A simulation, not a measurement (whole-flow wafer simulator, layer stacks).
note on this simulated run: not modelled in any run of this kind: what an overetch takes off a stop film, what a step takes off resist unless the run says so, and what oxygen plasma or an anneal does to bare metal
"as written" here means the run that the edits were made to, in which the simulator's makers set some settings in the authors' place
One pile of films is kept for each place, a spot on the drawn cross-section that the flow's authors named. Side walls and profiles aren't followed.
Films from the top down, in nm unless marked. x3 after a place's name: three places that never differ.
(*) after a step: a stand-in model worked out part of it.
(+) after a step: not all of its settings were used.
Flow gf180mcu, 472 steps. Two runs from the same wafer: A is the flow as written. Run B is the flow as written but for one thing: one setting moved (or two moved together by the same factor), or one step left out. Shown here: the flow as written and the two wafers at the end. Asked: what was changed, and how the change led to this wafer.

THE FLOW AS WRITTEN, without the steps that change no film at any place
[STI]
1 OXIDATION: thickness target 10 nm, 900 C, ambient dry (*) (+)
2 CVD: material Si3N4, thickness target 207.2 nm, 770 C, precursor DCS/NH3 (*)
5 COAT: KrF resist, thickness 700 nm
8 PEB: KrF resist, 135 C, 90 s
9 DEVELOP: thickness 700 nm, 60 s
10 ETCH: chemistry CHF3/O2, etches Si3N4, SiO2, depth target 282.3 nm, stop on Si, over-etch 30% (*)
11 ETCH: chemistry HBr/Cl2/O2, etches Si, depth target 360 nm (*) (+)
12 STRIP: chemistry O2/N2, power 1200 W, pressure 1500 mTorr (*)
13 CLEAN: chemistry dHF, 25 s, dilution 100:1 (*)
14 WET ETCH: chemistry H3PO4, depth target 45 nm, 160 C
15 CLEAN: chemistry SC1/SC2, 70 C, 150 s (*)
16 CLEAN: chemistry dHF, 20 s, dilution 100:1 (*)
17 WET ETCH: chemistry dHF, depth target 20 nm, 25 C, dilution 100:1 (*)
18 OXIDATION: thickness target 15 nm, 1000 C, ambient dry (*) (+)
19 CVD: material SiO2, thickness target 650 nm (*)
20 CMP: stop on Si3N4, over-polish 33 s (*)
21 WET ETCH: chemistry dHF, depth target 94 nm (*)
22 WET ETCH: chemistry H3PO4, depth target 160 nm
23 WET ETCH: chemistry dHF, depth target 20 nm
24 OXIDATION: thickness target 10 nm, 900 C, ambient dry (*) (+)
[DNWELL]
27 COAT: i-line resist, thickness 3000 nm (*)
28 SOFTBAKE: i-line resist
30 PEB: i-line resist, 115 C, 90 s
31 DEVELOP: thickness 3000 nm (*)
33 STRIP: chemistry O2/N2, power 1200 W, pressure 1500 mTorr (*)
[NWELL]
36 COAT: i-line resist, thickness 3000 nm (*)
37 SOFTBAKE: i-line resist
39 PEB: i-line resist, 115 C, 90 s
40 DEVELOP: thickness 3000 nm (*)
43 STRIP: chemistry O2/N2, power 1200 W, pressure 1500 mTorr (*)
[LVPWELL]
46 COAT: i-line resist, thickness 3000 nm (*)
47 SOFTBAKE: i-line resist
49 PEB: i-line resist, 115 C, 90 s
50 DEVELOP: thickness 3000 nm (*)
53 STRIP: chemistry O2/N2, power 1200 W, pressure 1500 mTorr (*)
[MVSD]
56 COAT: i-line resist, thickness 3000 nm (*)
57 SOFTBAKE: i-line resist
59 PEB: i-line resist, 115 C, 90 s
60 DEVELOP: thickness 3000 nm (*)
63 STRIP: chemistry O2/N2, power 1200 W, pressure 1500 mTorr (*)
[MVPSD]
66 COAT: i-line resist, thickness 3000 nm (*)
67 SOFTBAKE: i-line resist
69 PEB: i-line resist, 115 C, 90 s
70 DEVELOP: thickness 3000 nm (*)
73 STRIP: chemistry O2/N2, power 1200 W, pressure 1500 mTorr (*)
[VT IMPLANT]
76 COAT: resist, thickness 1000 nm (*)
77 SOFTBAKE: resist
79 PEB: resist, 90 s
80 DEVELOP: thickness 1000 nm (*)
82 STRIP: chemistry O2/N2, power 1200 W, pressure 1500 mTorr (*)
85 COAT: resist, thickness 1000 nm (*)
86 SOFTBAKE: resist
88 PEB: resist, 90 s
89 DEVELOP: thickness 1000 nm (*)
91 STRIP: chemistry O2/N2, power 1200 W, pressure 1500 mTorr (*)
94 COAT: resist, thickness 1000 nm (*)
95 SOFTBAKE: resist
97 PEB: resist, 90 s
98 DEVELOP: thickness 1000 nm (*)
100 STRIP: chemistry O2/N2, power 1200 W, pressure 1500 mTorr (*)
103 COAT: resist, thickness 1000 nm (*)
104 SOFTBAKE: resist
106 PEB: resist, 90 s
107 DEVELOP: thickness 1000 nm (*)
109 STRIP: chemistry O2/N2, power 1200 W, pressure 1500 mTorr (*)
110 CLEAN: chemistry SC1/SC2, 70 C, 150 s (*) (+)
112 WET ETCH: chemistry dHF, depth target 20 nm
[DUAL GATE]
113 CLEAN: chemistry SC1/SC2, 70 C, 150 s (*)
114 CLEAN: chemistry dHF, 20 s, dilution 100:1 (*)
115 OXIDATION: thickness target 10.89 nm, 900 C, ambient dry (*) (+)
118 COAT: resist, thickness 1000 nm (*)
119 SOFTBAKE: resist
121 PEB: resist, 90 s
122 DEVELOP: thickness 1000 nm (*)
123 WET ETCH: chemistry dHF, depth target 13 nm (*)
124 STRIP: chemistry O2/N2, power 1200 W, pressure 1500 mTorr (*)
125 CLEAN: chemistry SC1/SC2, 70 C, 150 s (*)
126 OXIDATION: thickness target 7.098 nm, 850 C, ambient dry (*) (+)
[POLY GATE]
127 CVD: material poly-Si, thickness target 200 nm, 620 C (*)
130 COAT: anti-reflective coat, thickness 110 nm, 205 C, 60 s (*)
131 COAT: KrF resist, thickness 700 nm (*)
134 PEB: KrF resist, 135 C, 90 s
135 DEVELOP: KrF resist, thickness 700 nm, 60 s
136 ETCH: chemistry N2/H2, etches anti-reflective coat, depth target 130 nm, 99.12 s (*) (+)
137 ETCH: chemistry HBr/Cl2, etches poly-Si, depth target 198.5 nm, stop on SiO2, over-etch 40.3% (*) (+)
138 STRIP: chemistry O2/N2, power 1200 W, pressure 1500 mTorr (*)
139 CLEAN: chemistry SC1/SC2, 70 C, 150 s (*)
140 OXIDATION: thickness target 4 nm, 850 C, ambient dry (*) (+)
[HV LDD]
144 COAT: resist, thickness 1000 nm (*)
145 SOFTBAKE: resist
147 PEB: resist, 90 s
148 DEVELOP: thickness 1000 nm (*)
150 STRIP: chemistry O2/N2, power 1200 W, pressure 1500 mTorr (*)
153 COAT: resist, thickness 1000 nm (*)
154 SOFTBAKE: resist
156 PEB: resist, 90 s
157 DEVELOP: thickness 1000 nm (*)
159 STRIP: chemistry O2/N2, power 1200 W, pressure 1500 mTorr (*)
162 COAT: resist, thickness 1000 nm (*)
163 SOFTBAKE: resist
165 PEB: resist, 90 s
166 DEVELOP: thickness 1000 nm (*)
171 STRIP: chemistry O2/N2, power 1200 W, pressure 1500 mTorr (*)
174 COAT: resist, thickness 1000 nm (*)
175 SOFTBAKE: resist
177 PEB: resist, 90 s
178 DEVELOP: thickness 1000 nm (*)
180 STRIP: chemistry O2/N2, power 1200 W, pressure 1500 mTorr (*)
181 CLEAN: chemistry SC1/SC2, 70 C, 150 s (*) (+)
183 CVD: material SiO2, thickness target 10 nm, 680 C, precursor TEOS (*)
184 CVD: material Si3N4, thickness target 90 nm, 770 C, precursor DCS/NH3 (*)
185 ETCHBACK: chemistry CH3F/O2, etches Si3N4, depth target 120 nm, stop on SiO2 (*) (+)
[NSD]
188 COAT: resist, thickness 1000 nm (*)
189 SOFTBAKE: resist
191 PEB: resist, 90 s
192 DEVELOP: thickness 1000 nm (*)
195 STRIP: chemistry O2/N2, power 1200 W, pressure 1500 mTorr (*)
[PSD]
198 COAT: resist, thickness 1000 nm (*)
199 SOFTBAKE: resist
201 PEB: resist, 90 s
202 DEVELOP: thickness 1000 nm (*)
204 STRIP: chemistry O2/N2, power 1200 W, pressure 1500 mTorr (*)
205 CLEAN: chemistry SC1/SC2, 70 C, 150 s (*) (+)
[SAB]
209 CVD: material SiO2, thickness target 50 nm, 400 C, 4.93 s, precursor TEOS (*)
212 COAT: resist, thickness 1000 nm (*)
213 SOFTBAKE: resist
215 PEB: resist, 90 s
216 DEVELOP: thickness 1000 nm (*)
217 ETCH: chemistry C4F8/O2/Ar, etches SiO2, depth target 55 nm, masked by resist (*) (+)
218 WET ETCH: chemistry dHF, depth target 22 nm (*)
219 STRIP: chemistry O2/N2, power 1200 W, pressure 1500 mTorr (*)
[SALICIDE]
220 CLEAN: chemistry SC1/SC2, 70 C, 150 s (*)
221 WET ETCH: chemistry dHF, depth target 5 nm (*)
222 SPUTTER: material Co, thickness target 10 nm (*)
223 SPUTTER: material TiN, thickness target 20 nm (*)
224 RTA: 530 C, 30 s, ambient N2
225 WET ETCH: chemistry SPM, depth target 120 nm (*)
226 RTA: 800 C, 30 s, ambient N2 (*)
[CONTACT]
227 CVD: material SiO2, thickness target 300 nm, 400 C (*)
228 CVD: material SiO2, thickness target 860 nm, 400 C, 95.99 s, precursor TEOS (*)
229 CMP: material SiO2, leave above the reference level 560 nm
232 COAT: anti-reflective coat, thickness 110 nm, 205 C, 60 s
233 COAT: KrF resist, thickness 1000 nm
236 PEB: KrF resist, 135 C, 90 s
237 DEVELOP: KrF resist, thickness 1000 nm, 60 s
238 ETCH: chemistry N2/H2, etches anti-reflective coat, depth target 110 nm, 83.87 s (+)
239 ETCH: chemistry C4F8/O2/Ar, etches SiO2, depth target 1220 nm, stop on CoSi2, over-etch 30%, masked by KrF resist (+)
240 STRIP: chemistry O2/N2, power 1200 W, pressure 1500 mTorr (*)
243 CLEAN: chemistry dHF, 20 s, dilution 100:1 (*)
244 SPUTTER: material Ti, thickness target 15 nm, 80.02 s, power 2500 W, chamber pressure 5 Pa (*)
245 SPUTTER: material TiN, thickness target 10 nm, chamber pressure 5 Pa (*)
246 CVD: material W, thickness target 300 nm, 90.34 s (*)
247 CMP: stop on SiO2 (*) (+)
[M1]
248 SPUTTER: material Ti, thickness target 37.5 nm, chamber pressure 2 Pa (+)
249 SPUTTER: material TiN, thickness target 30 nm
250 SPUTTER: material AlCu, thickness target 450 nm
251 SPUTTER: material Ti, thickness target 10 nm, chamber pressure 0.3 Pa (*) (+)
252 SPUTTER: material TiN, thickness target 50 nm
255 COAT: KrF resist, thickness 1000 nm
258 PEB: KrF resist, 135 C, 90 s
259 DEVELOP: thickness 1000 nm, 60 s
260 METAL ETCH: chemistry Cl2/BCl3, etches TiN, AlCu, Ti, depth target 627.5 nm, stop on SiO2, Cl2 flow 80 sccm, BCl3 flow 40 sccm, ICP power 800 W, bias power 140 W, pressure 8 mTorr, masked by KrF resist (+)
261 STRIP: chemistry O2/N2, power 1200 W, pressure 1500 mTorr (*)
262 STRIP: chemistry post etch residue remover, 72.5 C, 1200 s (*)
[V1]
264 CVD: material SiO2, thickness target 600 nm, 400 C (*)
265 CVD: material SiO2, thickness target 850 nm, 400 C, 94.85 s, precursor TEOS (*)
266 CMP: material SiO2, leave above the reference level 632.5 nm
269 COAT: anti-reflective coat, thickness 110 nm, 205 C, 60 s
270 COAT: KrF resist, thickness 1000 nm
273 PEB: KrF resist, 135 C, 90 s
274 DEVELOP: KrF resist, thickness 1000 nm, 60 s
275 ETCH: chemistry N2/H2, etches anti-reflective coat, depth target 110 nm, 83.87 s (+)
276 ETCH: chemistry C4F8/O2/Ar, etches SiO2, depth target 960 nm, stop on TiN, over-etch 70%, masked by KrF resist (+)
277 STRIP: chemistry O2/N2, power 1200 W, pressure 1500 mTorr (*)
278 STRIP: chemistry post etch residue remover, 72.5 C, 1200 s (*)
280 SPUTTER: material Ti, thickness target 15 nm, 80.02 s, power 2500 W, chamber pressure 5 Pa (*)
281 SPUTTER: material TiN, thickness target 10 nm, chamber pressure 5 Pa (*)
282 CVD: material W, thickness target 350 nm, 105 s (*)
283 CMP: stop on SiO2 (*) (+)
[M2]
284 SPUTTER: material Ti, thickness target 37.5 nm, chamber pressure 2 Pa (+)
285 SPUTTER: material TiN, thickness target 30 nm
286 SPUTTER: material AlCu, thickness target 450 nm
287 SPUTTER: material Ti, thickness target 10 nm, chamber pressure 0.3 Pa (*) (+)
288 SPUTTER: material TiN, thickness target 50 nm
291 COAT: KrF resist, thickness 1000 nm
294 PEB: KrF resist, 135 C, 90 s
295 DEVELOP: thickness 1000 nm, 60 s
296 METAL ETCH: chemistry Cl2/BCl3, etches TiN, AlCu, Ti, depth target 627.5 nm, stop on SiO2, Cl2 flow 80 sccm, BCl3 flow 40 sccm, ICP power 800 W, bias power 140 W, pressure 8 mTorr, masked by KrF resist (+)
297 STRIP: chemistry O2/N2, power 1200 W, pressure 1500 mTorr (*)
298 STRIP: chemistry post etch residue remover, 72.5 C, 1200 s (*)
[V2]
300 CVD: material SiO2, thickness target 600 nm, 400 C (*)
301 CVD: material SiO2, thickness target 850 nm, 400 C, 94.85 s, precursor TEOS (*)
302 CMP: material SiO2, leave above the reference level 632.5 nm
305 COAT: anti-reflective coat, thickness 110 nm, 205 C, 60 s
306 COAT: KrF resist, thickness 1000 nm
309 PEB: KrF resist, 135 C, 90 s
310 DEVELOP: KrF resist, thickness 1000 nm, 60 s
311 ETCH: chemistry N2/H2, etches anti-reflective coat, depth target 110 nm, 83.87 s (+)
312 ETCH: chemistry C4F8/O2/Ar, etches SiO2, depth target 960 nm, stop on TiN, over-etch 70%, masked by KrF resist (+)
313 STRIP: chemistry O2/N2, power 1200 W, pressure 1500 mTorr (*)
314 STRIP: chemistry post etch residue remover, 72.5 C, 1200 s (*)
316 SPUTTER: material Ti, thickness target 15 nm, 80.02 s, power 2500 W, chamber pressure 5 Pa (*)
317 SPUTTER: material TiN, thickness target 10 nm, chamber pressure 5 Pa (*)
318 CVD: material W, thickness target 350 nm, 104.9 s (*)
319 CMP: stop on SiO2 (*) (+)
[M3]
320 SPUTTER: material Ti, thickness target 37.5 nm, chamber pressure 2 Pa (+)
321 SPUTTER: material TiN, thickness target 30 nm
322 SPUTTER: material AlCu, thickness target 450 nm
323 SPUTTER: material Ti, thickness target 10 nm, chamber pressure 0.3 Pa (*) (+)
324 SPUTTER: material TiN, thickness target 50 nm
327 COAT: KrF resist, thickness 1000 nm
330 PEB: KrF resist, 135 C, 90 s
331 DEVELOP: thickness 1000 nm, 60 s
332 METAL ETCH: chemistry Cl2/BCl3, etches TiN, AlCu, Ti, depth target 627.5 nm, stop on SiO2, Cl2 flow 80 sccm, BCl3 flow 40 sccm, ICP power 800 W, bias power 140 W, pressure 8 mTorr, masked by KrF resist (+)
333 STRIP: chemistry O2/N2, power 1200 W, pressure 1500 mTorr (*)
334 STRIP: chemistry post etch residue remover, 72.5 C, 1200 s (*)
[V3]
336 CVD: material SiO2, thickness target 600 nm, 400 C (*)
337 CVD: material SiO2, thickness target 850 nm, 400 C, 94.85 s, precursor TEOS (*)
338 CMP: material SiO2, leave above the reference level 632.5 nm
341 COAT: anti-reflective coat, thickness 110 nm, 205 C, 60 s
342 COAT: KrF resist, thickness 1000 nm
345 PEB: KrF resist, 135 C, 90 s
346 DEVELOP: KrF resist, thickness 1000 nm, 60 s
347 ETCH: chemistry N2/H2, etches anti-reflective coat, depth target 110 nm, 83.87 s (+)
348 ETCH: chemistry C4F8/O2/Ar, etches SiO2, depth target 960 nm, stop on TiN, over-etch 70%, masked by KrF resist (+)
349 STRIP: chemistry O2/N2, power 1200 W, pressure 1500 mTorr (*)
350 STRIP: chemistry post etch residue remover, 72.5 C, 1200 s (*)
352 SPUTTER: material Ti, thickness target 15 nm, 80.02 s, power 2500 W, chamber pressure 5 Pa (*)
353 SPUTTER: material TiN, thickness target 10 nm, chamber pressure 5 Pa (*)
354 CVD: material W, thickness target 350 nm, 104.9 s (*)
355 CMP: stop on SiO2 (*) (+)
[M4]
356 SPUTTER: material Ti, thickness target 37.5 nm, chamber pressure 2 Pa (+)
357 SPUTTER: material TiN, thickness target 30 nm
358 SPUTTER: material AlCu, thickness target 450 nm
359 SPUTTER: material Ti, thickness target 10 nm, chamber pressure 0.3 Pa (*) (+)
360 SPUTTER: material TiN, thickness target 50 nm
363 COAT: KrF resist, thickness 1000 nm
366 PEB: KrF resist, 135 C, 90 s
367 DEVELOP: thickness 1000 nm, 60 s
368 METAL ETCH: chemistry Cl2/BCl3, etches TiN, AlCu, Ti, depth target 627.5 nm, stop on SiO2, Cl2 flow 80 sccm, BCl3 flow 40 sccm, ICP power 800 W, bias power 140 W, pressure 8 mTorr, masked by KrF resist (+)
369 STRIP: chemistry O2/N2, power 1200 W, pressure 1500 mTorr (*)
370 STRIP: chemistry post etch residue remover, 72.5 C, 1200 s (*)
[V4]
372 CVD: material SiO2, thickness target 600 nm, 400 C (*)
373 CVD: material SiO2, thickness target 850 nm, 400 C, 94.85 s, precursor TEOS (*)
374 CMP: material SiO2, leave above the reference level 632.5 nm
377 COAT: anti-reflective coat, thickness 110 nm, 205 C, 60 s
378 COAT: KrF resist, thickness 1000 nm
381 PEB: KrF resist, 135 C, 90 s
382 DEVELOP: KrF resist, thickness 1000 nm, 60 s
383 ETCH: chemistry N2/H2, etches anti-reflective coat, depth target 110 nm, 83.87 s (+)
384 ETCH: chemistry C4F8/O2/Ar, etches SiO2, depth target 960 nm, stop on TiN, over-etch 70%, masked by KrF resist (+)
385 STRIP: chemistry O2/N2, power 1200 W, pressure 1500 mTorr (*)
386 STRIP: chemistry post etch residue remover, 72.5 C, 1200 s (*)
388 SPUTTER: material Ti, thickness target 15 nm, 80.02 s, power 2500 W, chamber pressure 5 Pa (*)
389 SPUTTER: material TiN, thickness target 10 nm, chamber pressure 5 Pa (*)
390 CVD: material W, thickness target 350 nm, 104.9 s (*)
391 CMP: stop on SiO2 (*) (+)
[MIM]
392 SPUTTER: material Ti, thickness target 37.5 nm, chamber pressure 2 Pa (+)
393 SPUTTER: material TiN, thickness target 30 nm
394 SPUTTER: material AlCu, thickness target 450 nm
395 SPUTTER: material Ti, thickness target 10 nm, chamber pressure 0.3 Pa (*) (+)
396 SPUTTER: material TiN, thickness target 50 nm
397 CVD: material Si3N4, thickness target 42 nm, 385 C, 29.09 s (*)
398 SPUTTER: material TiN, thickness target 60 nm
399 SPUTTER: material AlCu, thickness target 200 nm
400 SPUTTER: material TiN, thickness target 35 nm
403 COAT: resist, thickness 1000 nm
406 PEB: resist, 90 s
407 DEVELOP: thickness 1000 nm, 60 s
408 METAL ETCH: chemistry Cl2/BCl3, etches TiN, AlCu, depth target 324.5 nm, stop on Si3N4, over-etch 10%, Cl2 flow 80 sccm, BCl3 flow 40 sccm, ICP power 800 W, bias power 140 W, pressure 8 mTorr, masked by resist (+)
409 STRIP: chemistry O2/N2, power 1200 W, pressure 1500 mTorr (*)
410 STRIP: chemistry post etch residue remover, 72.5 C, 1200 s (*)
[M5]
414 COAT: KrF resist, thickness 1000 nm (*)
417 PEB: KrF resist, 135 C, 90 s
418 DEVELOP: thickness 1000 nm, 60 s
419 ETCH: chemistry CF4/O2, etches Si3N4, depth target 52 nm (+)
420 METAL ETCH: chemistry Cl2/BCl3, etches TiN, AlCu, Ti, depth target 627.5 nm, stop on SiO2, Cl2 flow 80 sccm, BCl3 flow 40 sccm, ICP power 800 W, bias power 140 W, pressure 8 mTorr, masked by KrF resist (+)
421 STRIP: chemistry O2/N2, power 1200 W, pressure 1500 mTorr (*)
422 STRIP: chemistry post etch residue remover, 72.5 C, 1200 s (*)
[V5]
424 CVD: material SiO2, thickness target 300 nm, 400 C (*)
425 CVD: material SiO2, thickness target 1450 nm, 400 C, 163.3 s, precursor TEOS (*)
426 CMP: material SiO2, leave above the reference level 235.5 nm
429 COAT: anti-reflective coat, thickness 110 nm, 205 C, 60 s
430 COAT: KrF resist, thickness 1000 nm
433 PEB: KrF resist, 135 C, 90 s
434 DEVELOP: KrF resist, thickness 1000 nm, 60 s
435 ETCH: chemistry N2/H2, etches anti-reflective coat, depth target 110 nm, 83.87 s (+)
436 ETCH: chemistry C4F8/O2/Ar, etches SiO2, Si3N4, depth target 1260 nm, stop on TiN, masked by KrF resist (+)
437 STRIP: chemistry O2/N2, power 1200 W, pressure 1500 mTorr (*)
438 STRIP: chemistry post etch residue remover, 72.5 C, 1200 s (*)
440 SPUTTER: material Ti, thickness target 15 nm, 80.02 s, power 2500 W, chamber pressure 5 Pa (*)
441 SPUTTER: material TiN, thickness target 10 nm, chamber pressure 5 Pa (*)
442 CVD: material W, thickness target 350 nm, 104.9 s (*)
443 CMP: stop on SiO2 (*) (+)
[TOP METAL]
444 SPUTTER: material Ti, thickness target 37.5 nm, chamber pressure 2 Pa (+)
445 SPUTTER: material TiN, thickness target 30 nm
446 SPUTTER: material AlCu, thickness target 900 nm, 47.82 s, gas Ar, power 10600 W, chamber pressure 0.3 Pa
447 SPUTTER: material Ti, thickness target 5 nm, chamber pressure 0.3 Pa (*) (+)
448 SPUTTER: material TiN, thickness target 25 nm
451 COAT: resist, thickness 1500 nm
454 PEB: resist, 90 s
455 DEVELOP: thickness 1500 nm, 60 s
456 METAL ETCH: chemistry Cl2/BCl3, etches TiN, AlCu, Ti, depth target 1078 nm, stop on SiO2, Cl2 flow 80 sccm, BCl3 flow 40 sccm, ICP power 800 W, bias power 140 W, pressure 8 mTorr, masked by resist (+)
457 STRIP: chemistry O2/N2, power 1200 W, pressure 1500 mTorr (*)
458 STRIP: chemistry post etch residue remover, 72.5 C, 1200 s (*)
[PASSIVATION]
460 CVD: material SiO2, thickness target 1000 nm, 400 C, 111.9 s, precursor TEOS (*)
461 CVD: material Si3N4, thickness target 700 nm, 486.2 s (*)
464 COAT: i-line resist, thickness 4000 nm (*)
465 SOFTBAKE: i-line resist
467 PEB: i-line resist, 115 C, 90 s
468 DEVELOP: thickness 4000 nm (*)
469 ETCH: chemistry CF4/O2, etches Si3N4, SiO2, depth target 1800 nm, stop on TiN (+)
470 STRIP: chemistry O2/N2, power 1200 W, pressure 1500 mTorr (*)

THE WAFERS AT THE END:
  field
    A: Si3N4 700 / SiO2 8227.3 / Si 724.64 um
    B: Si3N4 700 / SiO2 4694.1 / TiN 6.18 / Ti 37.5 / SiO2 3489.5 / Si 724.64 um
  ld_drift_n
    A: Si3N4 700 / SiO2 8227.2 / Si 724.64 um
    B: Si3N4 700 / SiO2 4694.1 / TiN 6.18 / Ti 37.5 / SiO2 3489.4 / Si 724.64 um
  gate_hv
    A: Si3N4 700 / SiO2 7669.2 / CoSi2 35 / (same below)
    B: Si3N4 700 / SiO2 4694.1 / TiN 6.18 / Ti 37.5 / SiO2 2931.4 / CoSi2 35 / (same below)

The cause: step 332, METAL ETCH: depth target 533.4 nm was run, where the flow has depth target 627.5 nm.

How the change led to this, step by step:
  332 METAL ETCH: chemistry Cl2/BCl3, etches TiN, AlCu, Ti, depth target 627.5 nm, stop on SiO2, Cl2 flow 80 sccm, BCl3 flow 40 sccm, ICP power 800 W, bias power 140 W, pressure 8 mTorr, masked by KrF resist (+)
      field, field__w1, field__w2 and 103 more: A TiN -50 (all of it), Ti -10 (all of it), AlCu -450 (all of it), TiN -30 (all of it), Ti -37.5 (all of it) | B TiN -50 (all of it), Ti -10 (all of it), AlCu -450 (all of it), TiN -23.4
      field__w8, contact, m1, m1__w1, m1_nw: A KrF resist -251 | B KrF resist -213.4
  333 STRIP: chemistry O2/N2, power 1200 W, pressure 1500 mTorr (*)
      field__w8, contact, m1, m1__w1, m1_nw: A KrF resist -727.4 (all of it) | B KrF resist -765 (all of it)
  336 CVD: material SiO2, thickness target 600 nm, 400 C (*)
      field, field__w1, field__w2 and 103 more: A SiO2 +600 | B SiO2 +600 (new film)
  338 CMP: material SiO2, leave above the reference level 632.5 nm
      field, field__w1, field__w2 and 103 more: A SiO2 -300 | B SiO2 -343.7
Counting metal films that touch as one body, field has 1 body; the flow as written gives 0 bodies.
Counting metal films that touch as one body, ld_drift_n has 1 body; the flow as written gives 0 bodies.
Counting metal films that touch as one body, gate_hv has 2 bodies (between them, from the top down: SiO2 2931.4); the flow as written gives 1 body.
